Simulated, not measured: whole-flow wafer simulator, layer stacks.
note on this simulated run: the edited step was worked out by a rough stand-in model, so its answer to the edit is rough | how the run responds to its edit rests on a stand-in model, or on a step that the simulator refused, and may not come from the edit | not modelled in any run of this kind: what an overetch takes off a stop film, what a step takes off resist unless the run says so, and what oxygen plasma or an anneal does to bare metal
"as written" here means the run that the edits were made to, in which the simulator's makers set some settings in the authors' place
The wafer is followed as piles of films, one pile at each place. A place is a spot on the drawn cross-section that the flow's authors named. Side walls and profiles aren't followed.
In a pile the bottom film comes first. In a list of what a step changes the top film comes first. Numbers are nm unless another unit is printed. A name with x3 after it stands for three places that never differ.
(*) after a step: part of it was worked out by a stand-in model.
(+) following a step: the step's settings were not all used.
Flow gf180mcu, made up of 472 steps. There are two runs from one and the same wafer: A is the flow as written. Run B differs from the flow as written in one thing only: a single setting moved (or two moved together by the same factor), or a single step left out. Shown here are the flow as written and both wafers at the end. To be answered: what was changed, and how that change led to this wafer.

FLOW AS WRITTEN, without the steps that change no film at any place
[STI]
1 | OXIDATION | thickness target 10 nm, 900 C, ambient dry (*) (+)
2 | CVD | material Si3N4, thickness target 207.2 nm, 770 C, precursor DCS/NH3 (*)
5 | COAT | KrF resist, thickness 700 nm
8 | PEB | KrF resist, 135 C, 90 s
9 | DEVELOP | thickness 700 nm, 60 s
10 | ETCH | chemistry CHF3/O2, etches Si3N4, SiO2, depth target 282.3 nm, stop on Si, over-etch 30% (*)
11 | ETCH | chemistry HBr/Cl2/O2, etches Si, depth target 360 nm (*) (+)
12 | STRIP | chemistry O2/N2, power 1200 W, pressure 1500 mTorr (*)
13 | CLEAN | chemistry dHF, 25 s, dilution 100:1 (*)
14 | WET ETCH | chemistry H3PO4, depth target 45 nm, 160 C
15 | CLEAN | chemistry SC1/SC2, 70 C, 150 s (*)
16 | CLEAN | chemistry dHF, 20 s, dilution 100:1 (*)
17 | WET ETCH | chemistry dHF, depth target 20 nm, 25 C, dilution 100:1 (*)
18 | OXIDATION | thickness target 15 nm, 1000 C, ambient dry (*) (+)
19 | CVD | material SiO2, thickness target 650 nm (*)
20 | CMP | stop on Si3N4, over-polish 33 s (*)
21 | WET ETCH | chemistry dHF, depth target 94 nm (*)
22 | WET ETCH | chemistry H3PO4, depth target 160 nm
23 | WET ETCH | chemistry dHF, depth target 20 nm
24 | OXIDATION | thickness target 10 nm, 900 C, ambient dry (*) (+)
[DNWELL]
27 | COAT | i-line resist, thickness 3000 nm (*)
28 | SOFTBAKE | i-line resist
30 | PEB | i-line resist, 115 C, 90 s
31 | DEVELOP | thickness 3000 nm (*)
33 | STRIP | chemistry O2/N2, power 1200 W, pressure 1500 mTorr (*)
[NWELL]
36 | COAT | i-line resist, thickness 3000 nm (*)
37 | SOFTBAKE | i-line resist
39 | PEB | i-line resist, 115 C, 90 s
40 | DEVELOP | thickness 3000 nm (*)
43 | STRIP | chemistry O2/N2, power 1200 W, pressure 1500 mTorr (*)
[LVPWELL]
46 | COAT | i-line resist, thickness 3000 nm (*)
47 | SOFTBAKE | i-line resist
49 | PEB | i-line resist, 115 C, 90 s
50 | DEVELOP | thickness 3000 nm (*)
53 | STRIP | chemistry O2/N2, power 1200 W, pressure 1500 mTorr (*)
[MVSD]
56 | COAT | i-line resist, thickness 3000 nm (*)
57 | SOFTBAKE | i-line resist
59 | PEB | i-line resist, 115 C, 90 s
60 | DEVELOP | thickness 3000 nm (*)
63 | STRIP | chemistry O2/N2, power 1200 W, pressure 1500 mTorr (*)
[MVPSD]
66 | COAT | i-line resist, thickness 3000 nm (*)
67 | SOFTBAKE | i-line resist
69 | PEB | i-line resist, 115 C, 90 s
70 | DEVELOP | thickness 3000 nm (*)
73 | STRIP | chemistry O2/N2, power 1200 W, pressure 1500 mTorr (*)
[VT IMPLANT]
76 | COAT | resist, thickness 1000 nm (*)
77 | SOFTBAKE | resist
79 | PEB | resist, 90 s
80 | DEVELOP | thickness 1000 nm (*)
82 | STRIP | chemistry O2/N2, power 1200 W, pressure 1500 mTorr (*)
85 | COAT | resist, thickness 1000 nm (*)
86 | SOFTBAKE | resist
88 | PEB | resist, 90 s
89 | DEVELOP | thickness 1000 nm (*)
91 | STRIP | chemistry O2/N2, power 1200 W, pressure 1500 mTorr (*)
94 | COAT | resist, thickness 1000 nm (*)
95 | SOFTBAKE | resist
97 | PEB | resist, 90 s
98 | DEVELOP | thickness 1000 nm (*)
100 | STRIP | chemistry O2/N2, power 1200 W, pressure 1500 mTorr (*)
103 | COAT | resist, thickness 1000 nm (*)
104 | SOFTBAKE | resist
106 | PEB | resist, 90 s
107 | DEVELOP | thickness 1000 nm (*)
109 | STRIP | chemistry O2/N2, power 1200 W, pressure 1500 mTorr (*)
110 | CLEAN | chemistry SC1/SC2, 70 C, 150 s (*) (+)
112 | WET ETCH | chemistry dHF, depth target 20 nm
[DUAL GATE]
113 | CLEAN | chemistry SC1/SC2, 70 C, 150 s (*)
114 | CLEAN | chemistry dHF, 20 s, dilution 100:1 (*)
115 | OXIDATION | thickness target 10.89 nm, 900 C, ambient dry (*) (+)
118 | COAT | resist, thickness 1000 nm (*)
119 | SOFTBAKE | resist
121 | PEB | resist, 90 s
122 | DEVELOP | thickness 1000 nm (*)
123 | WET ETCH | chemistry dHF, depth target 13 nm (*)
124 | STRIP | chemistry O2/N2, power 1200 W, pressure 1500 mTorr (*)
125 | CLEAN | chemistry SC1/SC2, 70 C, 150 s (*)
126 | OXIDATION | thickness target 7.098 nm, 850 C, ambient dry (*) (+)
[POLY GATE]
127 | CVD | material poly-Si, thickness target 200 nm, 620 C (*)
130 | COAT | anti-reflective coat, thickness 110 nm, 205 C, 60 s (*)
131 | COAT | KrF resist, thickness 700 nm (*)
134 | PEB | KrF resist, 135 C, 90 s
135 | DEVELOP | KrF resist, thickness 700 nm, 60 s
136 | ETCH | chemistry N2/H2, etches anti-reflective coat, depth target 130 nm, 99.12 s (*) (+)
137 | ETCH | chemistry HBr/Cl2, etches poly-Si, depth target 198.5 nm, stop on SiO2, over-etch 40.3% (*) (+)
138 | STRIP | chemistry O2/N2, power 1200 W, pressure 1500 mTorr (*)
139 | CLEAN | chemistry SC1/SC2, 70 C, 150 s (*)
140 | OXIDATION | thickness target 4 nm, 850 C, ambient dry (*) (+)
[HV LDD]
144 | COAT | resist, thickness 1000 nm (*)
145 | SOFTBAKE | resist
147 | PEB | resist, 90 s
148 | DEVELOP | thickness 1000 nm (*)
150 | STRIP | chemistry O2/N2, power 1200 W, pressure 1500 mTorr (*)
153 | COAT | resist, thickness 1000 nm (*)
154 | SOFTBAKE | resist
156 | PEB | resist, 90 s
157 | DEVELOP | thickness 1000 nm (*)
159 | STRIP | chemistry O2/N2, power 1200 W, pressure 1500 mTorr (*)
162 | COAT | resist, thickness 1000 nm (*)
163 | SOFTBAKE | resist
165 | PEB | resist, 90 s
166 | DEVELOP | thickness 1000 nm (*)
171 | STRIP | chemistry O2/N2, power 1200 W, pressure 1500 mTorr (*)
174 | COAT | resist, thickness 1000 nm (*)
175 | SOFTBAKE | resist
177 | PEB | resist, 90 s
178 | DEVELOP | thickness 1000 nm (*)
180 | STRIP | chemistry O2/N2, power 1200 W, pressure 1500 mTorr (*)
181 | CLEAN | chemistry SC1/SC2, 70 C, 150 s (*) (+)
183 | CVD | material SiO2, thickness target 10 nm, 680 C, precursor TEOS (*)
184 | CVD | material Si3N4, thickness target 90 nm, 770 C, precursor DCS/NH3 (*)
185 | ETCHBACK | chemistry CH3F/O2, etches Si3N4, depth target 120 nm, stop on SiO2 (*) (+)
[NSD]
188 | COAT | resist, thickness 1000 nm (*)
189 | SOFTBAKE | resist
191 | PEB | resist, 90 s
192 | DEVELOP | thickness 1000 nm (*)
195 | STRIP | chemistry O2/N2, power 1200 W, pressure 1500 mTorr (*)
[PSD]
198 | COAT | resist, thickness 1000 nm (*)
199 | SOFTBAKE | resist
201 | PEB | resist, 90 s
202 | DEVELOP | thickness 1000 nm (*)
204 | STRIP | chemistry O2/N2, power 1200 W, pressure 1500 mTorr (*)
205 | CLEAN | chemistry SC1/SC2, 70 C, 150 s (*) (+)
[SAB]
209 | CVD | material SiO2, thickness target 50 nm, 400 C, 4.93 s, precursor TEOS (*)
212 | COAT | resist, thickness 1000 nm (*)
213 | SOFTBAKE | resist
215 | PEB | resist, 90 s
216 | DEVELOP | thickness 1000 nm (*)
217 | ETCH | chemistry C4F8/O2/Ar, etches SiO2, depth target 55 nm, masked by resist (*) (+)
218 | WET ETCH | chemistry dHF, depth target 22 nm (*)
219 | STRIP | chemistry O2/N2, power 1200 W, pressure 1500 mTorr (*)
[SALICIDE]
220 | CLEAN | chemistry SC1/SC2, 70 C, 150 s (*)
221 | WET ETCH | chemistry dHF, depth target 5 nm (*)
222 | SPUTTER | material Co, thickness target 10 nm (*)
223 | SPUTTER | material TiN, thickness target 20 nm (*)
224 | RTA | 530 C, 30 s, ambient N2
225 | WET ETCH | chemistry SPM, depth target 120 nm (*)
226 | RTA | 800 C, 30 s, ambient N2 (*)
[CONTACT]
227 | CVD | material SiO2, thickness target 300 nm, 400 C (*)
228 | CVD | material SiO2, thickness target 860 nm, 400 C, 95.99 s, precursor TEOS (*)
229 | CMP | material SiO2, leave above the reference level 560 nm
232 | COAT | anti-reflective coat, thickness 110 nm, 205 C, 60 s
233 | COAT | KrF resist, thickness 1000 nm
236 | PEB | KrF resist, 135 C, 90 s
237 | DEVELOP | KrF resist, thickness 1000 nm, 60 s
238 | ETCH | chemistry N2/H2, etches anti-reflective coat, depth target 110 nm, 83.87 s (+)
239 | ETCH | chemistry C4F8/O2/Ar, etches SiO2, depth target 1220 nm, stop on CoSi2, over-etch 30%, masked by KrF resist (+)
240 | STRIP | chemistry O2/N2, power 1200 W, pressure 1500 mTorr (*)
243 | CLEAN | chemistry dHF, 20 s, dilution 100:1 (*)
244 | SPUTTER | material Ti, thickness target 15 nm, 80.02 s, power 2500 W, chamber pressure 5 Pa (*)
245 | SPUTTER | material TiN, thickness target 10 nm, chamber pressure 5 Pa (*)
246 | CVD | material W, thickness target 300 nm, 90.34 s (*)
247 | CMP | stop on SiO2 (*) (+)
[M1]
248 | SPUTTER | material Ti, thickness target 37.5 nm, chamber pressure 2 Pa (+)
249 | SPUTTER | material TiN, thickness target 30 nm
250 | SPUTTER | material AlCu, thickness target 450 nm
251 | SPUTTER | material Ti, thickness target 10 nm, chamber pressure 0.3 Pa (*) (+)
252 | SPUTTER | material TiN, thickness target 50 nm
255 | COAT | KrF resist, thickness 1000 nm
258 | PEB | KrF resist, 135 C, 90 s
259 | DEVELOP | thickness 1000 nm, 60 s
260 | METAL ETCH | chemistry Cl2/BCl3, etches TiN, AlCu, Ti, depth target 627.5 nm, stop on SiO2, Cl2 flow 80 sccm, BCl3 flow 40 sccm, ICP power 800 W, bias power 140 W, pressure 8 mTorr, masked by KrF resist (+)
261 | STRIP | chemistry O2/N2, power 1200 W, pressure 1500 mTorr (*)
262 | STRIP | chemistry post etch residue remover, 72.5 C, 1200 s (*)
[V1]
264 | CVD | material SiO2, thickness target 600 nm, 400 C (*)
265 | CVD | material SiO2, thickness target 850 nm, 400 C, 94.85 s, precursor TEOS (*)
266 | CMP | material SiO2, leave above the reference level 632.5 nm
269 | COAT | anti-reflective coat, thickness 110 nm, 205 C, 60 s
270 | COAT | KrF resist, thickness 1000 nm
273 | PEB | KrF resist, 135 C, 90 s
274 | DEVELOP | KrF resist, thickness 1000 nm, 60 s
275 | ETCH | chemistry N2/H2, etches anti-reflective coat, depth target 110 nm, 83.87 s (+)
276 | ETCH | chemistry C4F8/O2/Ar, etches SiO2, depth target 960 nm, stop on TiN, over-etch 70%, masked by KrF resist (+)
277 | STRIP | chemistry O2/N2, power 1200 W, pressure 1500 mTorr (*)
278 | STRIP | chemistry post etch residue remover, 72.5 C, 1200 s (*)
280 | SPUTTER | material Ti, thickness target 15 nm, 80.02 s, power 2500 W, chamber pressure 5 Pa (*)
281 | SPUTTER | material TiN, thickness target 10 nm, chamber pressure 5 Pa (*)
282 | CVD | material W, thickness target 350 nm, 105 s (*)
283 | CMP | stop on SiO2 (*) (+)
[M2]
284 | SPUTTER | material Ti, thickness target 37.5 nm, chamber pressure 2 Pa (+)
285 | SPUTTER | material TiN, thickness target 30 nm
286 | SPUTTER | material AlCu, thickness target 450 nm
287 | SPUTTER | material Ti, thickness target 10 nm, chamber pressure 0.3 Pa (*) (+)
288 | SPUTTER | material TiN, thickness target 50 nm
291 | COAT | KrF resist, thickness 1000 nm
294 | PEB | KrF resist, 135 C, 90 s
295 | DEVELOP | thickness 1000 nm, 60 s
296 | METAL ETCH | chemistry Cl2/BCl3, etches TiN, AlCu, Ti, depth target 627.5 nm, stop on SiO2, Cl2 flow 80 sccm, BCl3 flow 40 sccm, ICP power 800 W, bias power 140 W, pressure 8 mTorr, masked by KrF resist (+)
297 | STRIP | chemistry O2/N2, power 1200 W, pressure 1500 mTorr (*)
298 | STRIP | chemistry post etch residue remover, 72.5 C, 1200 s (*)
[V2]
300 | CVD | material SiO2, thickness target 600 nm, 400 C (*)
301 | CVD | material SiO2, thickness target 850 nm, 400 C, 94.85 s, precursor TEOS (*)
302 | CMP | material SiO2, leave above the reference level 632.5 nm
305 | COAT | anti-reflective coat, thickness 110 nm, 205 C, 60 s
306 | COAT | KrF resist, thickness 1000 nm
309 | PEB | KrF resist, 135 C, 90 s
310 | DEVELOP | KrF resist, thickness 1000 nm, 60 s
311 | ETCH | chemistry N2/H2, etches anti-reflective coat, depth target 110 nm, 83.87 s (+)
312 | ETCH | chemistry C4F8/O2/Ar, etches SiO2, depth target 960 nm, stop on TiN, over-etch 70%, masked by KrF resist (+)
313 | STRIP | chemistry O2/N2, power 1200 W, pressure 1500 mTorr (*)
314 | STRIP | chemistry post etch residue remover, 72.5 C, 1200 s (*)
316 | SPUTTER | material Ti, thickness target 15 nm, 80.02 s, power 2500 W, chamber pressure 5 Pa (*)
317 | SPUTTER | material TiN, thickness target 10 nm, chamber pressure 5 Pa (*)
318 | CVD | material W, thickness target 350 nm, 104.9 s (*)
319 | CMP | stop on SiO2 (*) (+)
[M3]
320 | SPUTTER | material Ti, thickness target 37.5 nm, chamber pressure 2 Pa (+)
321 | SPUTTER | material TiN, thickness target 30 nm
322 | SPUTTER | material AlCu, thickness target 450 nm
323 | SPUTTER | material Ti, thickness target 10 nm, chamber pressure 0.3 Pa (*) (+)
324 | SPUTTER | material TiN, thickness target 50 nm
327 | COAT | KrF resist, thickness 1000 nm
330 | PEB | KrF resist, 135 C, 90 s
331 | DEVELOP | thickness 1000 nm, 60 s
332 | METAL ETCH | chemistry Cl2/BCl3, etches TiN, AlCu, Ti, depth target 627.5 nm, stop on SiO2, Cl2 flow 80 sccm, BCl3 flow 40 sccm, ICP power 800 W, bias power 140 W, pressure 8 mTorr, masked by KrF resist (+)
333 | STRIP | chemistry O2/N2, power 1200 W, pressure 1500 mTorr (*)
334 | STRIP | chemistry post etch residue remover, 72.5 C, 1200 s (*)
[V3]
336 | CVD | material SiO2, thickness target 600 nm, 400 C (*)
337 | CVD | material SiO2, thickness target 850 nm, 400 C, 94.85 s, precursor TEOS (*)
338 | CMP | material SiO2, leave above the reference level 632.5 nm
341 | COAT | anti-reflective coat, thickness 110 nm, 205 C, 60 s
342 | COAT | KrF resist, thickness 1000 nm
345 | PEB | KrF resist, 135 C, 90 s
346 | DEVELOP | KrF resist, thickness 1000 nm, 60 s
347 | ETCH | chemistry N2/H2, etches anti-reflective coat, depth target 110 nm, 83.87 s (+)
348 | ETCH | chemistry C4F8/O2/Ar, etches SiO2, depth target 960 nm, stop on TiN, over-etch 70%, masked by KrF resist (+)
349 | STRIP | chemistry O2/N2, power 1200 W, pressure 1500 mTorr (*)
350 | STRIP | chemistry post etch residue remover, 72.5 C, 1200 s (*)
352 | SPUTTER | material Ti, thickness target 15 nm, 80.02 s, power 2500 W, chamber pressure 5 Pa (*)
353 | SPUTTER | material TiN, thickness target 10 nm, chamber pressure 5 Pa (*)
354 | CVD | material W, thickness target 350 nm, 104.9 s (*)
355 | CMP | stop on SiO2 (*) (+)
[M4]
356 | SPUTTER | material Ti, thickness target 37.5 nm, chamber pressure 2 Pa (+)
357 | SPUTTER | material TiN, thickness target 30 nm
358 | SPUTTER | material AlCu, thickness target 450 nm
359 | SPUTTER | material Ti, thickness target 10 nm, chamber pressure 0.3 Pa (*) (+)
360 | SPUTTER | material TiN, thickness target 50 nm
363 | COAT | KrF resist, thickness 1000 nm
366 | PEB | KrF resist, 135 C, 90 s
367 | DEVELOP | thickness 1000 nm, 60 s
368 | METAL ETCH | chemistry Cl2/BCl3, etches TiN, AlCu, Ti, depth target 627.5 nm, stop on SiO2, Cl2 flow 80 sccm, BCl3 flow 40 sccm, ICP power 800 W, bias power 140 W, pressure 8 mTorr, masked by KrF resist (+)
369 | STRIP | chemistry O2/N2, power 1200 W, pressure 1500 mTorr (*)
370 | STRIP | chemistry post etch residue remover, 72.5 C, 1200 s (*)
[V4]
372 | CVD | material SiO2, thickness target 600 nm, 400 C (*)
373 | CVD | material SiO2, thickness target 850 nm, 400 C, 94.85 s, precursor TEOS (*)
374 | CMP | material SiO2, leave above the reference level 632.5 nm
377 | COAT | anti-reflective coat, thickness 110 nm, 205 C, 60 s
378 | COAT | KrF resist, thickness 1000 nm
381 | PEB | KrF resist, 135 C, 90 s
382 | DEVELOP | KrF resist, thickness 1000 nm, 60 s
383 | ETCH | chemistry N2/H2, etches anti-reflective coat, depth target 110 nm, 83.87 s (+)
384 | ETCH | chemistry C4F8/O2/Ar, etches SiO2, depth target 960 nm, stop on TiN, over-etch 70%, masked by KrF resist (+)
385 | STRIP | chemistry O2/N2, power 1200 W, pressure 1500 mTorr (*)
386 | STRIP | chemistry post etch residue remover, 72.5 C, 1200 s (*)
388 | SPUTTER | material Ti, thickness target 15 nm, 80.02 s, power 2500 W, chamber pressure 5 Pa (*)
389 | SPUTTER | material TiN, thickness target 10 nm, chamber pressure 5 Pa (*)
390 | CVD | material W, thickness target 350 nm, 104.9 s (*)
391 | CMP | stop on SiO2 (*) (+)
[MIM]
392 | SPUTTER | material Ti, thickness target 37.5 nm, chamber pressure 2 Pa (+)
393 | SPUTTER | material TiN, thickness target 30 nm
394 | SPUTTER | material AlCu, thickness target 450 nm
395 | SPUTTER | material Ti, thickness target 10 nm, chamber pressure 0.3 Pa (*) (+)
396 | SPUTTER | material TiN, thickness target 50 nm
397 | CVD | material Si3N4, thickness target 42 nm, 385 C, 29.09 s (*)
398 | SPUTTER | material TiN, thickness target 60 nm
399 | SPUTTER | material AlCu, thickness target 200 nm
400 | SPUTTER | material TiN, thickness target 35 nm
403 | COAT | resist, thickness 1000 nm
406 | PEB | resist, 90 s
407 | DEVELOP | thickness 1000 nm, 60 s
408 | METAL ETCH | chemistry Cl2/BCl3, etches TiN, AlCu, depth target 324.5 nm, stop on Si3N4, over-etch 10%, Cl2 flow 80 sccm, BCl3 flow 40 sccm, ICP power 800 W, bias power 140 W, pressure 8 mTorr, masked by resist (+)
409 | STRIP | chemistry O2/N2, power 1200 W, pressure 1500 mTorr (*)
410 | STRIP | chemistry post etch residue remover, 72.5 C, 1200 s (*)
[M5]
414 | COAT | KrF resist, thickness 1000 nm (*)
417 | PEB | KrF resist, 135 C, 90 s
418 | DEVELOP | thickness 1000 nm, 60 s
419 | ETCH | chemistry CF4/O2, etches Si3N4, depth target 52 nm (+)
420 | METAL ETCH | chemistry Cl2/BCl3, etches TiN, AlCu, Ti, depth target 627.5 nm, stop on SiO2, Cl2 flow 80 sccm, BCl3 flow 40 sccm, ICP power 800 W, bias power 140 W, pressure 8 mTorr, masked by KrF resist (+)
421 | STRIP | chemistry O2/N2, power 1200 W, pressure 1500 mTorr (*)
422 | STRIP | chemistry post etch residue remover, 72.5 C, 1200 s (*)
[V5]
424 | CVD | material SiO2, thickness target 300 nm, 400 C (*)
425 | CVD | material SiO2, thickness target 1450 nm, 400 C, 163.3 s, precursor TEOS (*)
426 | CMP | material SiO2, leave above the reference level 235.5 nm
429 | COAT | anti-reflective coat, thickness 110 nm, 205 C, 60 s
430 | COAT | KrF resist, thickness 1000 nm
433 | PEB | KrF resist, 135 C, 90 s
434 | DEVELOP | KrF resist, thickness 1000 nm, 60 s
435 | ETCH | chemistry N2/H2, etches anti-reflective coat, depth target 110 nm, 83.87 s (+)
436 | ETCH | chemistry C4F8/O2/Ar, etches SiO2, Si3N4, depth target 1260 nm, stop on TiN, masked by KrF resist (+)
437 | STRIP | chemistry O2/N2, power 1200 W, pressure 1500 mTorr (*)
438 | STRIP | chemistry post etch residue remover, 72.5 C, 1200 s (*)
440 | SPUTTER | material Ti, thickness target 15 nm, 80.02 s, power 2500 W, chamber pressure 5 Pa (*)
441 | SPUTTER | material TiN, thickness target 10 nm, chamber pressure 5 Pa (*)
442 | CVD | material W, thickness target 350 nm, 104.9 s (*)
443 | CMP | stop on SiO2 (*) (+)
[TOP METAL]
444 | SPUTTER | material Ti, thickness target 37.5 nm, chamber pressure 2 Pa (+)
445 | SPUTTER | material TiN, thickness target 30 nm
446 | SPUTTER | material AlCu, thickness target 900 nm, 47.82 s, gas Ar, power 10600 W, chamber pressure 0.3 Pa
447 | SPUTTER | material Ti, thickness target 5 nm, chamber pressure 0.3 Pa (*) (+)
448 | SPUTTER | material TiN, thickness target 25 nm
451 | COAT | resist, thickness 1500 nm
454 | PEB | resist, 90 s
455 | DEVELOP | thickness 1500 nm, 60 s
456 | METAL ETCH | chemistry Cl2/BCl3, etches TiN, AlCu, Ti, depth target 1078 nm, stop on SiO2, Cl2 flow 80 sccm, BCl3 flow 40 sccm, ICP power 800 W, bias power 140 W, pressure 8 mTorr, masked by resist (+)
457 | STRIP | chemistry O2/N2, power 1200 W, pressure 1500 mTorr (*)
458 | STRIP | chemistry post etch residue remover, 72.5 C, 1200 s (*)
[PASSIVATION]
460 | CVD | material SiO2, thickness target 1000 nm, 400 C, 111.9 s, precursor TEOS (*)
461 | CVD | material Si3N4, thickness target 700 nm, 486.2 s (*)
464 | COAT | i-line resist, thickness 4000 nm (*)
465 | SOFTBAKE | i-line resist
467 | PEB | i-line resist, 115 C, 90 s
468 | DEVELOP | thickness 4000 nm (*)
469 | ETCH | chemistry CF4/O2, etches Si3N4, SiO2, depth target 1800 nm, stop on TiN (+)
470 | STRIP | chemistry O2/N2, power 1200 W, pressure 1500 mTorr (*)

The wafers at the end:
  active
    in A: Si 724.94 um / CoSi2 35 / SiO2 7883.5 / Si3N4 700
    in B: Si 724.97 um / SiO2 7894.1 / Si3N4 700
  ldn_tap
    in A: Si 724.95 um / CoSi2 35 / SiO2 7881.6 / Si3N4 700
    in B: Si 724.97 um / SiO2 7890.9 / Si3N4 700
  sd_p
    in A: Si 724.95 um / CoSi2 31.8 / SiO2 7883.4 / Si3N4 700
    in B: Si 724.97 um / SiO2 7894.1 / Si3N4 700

Cause: step 126, OXIDATION: 1020 C was run, whereas the flow has 850 C.

How this came from the change, step by step:
  126 | OXIDATION | thickness target 7.098 nm, 850 C, ambient dry (*) (+)
      gate_hv, active_hv, active_nat and 25 more: A +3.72 SiO2, -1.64 Si | B +28.7 SiO2, -12.6 Si
      active, n_well, p_well and 12 more: A +7.1 SiO2 (new film), -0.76 chemical SiO2 (all of it), -2.79 Si | B +35.2 SiO2 (new film), -0.76 chemical SiO2 (all of it), -15.1 Si
      (as well as at 49 more places)
  130 | COAT | anti-reflective coat, thickness 110 nm, 205 C, 60 s (*)
      p_well, spacer, sd_n: A +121 anti-reflective coat (new film) | B +108.7 anti-reflective coat (new film)
      field__w1: A +99.6 anti-reflective coat (new film) | B +106.4 anti-reflective coat (new film)
      (as well as at 68 more places)
  136 | ETCH | chemistry N2/H2, etches anti-reflective coat, depth target 130 nm, 99.12 s (*) (+)
      p_well, spacer, sd_n: A -121 anti-reflective coat (all of it), -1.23 poly-Si | B -108.7 anti-reflective coat (all of it), -1.55 poly-Si
      field__w1: A -99.6 anti-reflective coat (all of it), -1.78 poly-Si | B -106.4 anti-reflective coat (all of it), -1.6 poly-Si
      (as well as at 48 more places)
  138 | STRIP | chemistry O2/N2, power 1200 W, pressure 1500 mTorr (*)
      gate: A +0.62 chemical SiO2 (new film), -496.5 KrF resist (all of it), -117 anti-reflective coat (all of it), -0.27 poly-Si | B +0.62 chemical SiO2 (new film), -495.6 KrF resist (all of it), -111 anti-reflective coat (all of it), -0.27 poly-Si
      gate_hv: A +0.62 chemical SiO2 (new film), -495.3 KrF resist (all of it), -109.8 anti-reflective coat (all of it), -0.27 poly-Si | B +0.62 chemical SiO2 (new film), -493.6 KrF resist (all of it), -107.2 anti-reflective coat (all of it), -0.27 poly-Si
      (as well as at 18 more places)
  145 | SOFTBAKE | resist
      nw_enc_fld_lv__w3: A +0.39 resist | B -0.37 resist
  154 | SOFTBAKE | resist
      nw_enc_fld_lv__w3: A +0.39 resist | B -0.37 resist
  163 | SOFTBAKE | resist
      nw_enc_fld_lv__w3: A +0.39 resist | B -0.37 resist
  175 | SOFTBAKE | resist
      nw_enc_fld_lv__w3: A +0.39 resist | B -0.37 resist
  189 | SOFTBAKE | resist
      nw_enc_fld_lv__w3: A +0.35 resist | B -0.58 resist
      active_hv: A +0.78 resist | B +0.15 resist
  199 | SOFTBAKE | resist
      nw_enc_fld_lv__w3: A +0.35 resist | B -0.58 resist
      active_hv: A +0.78 resist | B +0.15 resist
  213 | SOFTBAKE | resist
      nw_enc_fld_lv__w3: A +0.28 resist | B -0.65 resist
  218 | WET ETCH | chemistry dHF, depth target 22 nm (*)
      ldn_tap, ldn_src, ldn_drn, ldp_tap, ldp_src, ldp_drn, ldp_gr: A -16 SiO2 (all of it) | B -22.5 SiO2
      active, sd_n, iso_ptap_pw, iso_ntap_nw, iso_ptap_sub, vpnp_e: A -9.01 SiO2 (all of it) | B -22.6 SiO2
      (as well as at 10 more places)
  219 | STRIP | chemistry O2/N2, power 1200 W, pressure 1500 mTorr (*)
      active, p_well, sd_n and 20 more: A +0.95 chemical SiO2 (new film), -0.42 Si | B nothing
  221 | WET ETCH | chemistry dHF, depth target 5 nm (*)
      sd_p, active_hv, active_nat and 15 more: A -0.76 chemical SiO2 (all of it) | B -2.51 SiO2
      active, sd_n, contact, iso_ntap_nw: A -0.76 chemical SiO2 (all of it) | B -2.52 SiO2
      (as well as at 1 more place)
  223 | SPUTTER | material TiN, thickness target 20 nm (*)
      field__w12: A +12 TiN (new film) | B +12.6 TiN (new film)
  224 | RTA | 530 C, 30 s, ambient N2
      active, p_well, sd_n and 11 more: A under 1 film: +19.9 CoSi (new film), -10 Co (all of it), -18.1 Si | B nothing
      contact, active_hv: A under 1 film: +19 CoSi (new film), -9.55 Co (all of it), -17.3 Si | B nothing
      (as well as at 7 more places)
  ... 8 other steps ...
  471 | ANNEAL | 400 C, 1800 s, ambient N2/H2
      contact: A nothing | B under 49 films: +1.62 void (new film), -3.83 Ti, +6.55 TiSi first (new film), -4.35 Si
With metal films that touch counted as one body, active has 0 bodies; the flow as written gives 1 body.
With metal films that touch counted as one body, ldn_tap has 0 bodies; the flow as written gives 1 body.
With metal films that touch counted as one body, sd_p has 0 bodies; the flow as written gives 1 body.
